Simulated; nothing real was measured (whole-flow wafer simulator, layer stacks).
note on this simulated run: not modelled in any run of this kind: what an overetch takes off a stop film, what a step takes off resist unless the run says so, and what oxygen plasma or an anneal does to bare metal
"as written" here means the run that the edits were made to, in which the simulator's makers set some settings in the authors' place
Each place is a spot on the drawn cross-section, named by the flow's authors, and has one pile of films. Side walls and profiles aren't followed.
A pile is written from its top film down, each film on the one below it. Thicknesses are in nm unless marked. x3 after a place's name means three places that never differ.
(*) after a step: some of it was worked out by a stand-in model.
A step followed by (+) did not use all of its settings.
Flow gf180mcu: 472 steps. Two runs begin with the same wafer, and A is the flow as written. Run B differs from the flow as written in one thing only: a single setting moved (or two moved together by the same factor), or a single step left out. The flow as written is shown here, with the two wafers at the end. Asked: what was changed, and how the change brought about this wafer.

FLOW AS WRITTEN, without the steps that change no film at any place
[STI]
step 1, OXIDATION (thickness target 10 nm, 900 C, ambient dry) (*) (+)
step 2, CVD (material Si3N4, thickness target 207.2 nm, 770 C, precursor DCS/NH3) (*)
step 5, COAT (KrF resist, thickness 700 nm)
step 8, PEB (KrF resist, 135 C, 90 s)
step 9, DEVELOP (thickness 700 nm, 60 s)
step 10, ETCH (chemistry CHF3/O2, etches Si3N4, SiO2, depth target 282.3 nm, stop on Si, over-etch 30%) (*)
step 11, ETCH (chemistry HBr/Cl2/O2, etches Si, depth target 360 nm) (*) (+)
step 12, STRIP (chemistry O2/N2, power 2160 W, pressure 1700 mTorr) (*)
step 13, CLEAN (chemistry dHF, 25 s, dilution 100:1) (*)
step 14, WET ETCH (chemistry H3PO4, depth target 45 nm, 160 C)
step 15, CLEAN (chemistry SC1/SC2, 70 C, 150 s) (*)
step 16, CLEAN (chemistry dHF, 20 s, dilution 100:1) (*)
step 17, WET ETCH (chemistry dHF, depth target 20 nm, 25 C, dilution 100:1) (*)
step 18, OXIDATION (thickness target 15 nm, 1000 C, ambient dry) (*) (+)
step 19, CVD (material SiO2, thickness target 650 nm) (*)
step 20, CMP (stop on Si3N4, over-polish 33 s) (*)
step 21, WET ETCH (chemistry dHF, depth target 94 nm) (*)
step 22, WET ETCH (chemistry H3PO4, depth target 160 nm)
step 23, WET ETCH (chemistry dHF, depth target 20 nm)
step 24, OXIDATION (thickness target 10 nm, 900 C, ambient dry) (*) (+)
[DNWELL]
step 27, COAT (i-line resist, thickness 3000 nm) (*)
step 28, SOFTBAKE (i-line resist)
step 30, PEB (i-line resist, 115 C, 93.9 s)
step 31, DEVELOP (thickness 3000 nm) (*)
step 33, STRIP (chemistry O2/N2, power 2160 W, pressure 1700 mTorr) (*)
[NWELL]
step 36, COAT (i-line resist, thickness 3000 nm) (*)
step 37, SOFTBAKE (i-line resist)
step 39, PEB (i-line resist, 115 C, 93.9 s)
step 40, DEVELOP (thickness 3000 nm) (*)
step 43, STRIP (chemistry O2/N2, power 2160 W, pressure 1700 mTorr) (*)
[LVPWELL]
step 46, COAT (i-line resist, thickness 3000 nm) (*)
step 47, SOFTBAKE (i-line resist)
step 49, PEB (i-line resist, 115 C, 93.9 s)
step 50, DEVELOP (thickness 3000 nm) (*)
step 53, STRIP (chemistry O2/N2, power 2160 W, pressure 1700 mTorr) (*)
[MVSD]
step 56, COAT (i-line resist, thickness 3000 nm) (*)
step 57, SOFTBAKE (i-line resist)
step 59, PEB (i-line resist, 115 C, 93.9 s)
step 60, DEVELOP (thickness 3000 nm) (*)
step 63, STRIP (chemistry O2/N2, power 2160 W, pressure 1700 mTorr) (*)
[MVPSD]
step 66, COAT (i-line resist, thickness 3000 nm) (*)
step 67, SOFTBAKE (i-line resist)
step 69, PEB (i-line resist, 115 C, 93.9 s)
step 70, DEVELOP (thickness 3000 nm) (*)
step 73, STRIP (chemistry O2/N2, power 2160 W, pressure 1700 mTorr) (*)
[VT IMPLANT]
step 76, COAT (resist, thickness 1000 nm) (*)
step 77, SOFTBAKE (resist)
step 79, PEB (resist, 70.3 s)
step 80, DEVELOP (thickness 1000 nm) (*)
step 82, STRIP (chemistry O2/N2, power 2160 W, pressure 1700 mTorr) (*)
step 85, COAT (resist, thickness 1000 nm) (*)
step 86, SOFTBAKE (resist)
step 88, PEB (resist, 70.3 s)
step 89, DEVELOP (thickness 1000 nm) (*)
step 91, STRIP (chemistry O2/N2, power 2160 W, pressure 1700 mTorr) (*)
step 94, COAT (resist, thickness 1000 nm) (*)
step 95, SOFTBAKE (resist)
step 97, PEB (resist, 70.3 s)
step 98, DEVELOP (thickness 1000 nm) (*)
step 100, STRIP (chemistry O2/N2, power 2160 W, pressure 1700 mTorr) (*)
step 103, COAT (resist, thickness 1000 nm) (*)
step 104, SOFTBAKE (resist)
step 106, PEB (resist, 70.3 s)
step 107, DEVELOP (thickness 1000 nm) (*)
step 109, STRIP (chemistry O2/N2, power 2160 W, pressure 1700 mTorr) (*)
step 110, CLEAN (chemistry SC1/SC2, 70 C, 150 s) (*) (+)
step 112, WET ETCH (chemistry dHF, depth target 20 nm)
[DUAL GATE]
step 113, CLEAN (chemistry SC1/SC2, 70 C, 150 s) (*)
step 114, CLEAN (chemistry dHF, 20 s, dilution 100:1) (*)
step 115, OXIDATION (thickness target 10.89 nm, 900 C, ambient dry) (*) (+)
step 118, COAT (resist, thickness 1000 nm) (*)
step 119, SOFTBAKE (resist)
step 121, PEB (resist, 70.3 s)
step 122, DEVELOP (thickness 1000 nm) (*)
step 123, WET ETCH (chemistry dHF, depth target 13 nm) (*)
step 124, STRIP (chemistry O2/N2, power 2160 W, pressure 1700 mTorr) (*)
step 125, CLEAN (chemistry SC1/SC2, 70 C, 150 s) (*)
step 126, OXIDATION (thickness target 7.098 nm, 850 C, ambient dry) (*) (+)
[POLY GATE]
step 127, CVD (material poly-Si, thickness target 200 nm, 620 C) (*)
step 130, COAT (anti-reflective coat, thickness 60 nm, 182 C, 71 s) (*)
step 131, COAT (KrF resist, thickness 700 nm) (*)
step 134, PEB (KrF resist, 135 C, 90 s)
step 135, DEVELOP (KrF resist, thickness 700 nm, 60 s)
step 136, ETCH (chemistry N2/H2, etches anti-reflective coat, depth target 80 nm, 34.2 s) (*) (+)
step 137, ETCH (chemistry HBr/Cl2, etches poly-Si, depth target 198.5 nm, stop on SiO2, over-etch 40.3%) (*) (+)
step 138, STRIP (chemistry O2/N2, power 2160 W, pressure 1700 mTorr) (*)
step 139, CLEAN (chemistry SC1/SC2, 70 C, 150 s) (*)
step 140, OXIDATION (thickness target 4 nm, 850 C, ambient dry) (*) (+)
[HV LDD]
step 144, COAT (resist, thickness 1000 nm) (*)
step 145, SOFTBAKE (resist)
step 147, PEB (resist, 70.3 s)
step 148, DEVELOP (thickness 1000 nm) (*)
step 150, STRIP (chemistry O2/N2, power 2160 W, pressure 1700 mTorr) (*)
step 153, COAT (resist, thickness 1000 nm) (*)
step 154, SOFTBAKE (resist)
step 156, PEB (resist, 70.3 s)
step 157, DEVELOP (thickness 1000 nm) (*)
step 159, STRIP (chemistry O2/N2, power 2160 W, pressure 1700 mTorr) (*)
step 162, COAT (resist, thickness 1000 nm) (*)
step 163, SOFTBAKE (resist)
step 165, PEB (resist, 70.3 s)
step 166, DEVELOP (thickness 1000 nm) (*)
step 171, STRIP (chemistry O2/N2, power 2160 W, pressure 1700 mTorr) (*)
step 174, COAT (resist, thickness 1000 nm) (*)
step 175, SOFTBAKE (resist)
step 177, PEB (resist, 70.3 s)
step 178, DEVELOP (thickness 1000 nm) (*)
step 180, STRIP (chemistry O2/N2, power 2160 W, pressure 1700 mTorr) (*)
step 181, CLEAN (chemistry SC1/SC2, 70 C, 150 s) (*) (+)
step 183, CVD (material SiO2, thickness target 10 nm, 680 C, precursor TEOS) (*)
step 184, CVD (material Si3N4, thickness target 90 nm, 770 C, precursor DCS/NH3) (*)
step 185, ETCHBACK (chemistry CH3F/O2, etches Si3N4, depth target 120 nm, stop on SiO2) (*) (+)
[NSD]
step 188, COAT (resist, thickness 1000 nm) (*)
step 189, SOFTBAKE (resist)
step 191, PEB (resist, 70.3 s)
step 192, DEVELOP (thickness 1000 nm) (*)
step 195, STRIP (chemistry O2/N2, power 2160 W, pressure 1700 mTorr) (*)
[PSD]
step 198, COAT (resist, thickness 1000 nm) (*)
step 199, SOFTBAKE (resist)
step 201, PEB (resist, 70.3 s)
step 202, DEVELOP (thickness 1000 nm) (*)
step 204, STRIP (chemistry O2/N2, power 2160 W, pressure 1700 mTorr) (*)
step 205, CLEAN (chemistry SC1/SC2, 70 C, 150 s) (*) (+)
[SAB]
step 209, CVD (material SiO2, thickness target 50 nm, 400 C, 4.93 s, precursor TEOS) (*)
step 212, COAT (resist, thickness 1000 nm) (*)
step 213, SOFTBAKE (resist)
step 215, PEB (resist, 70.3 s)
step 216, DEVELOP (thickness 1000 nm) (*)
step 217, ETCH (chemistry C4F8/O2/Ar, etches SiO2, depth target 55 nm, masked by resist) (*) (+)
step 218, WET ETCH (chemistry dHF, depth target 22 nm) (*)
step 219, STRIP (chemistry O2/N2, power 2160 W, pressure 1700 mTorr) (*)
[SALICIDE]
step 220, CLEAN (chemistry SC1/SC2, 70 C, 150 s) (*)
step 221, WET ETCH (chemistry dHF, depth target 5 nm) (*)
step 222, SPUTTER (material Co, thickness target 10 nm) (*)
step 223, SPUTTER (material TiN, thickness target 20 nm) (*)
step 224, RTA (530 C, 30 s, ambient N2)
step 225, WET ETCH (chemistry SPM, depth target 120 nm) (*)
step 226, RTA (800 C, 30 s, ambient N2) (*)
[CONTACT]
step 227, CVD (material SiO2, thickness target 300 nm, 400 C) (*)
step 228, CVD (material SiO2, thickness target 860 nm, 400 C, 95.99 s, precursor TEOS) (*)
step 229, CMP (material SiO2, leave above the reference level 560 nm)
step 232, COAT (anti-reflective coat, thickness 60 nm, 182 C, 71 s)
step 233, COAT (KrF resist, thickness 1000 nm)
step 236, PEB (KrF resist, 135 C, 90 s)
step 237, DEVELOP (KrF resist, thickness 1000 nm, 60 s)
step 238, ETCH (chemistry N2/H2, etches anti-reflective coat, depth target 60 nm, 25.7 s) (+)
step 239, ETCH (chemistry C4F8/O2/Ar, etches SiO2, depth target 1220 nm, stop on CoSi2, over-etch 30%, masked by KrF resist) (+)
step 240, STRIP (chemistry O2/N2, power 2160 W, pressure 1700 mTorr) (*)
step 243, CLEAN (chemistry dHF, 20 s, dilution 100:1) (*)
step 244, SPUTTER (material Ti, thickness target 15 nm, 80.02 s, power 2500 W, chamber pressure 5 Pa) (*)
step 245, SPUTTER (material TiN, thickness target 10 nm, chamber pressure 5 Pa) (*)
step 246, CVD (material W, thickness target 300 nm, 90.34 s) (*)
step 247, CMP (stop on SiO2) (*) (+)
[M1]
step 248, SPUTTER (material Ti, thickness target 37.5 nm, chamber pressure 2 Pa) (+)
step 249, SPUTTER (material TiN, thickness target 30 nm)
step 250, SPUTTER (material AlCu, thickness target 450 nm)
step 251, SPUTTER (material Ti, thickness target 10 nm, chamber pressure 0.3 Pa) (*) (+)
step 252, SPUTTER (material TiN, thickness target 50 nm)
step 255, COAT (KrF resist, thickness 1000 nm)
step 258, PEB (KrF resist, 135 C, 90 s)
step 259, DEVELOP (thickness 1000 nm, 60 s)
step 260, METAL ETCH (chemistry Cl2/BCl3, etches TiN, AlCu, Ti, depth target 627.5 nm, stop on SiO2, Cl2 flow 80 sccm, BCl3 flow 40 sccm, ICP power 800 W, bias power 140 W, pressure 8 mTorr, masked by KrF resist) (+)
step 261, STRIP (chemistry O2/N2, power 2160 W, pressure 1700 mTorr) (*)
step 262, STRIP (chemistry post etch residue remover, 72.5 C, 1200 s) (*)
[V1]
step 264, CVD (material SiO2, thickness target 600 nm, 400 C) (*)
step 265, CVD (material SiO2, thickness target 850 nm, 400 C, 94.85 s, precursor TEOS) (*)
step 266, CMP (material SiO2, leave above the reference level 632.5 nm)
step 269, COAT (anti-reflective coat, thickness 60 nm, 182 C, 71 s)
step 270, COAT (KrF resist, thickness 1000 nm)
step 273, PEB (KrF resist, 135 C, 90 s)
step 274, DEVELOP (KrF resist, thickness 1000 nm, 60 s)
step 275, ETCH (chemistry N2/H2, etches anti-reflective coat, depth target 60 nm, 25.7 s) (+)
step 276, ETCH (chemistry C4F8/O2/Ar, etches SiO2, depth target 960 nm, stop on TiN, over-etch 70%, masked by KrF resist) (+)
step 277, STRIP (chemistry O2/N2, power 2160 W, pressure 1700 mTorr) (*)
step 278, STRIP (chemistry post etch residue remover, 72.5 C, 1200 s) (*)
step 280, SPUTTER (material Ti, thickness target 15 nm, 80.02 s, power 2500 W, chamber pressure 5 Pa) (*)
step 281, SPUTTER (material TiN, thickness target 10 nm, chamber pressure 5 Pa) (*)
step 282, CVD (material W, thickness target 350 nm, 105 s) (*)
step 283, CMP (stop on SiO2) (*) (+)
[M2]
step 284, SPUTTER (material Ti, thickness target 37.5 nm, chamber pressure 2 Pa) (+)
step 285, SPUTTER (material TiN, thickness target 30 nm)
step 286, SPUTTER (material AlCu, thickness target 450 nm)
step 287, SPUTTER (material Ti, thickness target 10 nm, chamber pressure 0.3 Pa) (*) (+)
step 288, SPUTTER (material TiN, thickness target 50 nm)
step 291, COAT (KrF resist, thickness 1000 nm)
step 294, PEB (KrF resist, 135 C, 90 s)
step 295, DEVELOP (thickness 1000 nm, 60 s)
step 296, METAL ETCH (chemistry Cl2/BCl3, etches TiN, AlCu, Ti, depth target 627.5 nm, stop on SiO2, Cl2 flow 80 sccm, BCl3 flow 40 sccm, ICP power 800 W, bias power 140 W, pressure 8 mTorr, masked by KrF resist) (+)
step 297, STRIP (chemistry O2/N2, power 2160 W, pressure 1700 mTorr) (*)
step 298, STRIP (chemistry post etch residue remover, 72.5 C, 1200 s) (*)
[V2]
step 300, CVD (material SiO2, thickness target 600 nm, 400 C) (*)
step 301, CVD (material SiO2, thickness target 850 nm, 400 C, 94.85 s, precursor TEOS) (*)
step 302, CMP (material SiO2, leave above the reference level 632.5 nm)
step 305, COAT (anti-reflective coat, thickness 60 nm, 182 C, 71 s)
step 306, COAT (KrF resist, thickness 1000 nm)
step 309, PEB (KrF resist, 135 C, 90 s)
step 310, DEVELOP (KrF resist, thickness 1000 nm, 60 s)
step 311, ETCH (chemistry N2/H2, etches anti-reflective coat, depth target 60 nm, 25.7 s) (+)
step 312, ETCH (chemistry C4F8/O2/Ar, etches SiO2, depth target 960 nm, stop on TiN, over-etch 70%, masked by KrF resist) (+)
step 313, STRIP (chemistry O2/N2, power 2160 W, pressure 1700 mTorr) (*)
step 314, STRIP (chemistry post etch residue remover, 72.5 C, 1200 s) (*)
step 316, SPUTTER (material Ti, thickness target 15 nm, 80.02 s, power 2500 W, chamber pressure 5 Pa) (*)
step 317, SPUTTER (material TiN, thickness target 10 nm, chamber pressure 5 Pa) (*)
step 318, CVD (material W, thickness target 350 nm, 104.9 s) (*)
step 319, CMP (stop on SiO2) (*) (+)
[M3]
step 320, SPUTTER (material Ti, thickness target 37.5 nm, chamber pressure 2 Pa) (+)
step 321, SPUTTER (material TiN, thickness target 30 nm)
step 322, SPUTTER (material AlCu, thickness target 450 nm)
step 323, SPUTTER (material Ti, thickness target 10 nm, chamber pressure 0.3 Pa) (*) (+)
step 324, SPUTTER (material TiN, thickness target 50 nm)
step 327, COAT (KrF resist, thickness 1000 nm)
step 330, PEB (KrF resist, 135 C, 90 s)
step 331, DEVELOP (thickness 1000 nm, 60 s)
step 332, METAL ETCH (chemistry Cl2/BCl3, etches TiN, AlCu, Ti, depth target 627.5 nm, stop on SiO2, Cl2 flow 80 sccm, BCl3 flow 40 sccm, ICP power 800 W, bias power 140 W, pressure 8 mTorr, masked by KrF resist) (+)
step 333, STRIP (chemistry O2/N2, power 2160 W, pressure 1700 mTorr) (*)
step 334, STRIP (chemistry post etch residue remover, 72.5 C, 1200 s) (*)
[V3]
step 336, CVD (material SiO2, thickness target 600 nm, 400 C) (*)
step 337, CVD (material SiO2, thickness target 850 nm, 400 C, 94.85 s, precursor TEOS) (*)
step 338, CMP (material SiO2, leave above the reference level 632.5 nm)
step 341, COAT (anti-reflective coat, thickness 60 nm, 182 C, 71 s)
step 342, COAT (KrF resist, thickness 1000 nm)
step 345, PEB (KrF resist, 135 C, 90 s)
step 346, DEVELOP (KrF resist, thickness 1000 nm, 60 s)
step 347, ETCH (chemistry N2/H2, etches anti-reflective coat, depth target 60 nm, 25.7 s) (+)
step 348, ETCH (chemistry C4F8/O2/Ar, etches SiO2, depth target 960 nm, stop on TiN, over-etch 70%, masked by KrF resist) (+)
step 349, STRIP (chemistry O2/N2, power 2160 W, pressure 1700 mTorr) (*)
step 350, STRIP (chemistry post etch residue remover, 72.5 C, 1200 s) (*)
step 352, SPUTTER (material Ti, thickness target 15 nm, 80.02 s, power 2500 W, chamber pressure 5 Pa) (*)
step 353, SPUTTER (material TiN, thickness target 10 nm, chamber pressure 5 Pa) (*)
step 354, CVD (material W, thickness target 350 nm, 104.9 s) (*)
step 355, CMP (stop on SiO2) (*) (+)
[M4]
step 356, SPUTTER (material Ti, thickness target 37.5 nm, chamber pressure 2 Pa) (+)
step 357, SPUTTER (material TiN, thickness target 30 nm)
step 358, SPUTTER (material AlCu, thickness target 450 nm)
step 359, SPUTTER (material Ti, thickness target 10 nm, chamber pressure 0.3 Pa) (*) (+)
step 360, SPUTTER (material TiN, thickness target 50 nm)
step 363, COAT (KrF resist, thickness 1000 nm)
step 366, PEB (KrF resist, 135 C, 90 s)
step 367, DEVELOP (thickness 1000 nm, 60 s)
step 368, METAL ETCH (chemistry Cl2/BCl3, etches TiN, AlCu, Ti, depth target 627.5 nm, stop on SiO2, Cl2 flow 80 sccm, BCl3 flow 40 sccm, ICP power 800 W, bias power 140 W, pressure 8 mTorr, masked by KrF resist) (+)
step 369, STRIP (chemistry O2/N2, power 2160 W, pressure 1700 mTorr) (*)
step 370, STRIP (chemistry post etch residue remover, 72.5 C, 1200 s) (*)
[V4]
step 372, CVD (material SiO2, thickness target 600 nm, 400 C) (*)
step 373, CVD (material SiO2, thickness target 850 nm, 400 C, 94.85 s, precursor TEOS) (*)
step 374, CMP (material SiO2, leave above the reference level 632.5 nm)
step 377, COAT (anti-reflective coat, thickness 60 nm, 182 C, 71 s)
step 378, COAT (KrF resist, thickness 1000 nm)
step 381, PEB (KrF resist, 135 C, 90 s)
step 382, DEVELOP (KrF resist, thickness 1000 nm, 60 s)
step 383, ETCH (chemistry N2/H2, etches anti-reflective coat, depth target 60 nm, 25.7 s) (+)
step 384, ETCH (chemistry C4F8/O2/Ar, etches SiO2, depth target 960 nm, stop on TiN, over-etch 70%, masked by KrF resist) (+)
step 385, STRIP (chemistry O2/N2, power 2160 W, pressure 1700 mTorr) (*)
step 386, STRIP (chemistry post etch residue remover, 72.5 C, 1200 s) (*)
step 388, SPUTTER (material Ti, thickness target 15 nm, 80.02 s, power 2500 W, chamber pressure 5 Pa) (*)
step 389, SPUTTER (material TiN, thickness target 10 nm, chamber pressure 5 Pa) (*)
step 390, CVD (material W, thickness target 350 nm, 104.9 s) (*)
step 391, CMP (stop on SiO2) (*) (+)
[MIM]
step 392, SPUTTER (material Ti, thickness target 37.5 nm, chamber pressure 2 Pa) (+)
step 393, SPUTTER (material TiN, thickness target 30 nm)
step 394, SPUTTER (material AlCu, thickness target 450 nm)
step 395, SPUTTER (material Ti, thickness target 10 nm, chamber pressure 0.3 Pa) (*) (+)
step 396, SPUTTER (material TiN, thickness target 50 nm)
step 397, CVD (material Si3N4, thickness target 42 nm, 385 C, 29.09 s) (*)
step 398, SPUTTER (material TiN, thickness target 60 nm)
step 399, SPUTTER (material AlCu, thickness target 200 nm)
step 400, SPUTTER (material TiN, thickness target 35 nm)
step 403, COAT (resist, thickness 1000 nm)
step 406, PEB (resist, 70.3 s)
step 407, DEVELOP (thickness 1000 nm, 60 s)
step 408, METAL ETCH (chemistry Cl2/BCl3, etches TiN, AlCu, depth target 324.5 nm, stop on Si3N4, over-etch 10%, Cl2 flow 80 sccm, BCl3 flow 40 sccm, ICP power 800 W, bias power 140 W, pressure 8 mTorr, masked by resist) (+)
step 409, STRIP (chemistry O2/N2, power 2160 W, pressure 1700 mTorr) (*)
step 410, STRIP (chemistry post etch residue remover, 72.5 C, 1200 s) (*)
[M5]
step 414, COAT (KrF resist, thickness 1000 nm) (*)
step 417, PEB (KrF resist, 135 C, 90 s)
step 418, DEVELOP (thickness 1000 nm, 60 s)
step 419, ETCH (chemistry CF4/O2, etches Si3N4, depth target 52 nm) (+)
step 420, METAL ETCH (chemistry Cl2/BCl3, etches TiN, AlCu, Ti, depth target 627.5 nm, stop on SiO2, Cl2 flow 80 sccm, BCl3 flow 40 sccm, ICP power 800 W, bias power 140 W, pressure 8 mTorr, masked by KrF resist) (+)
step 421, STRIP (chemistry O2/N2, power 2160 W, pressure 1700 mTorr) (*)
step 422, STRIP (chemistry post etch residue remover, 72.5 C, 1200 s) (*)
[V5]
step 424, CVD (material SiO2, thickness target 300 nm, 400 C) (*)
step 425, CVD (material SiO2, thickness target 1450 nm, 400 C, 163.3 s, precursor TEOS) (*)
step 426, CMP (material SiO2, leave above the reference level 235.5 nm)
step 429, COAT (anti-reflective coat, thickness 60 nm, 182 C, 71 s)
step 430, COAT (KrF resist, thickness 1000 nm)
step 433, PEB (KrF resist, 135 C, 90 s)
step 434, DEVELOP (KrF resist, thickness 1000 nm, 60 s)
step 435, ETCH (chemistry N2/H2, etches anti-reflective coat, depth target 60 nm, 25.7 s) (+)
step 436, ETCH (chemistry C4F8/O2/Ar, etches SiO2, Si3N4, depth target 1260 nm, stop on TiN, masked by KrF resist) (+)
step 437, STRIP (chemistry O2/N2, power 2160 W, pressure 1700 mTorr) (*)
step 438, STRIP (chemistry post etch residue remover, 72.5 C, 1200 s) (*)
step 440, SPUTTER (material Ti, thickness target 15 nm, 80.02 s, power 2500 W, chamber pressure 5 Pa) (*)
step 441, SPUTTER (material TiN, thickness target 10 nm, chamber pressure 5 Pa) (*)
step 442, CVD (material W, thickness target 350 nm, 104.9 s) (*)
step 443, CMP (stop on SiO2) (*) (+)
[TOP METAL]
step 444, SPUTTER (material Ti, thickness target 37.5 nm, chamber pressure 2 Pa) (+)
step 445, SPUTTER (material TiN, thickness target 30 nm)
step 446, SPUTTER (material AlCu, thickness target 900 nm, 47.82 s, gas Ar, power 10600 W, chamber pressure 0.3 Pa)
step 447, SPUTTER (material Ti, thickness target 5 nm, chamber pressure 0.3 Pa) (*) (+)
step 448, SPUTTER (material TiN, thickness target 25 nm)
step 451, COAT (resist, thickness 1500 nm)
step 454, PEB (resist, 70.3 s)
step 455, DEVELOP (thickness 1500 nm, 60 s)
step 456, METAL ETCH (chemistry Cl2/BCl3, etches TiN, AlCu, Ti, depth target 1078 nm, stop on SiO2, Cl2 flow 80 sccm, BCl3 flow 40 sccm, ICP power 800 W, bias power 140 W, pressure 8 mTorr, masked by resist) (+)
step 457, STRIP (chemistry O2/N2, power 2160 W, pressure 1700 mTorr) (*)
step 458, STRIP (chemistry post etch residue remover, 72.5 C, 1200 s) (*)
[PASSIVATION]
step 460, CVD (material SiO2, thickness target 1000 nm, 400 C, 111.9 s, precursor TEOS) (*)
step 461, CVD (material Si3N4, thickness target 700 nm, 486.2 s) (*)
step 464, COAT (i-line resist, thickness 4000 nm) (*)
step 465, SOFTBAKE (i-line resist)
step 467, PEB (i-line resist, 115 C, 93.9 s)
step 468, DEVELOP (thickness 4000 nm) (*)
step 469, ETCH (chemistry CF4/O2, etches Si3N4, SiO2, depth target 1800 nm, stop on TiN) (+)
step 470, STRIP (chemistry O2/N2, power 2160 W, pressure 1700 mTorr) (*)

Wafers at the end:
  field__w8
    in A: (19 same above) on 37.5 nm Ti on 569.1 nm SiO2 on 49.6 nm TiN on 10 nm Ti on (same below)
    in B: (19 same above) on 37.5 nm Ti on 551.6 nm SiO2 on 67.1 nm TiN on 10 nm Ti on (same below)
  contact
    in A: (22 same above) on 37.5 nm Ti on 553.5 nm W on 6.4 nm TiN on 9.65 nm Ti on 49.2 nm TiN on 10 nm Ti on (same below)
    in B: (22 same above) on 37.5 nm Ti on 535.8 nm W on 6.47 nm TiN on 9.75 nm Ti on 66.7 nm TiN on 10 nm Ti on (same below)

What caused this: step 324, SPUTTER: thickness target 67.5 nm was run, though the flow has thickness target 50 nm.

How this came from the change, step by step:
  step 324, SPUTTER (material TiN, thickness target 50 nm)
      field, field__w1, field__w2 and 108 more: A TiN gains 50 (new film) | B TiN gains 67.5 (new film)
  step 332, METAL ETCH (chemistry Cl2/BCl3, etches TiN, AlCu, Ti, depth target 627.5 nm, stop on SiO2, Cl2 flow 80 sccm, BCl3 flow 40 sccm, ICP power 800 W, bias power 140 W, pressure 8 mTorr, masked by KrF resist) (+)
      field, field__w1, field__w2 and 103 more: A TiN loses 50 (all of it), Ti loses 10 (all of it), AlCu loses 450 (all of it), TiN loses 30 (all of it), Ti loses 37.5 (all of it) | B TiN loses 67.5 (all of it), Ti loses 10 (all of it), AlCu loses 450 (all of it), TiN loses 30 (all of it), Ti loses 37.5 (all of it)
  step 348, ETCH (chemistry C4F8/O2/Ar, etches SiO2, depth target 960 nm, stop on TiN, over-etch 70%, masked by KrF resist) (+)
      contact: A SiO2 loses 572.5 (all of it) | B SiO2 loses 555 (all of it)
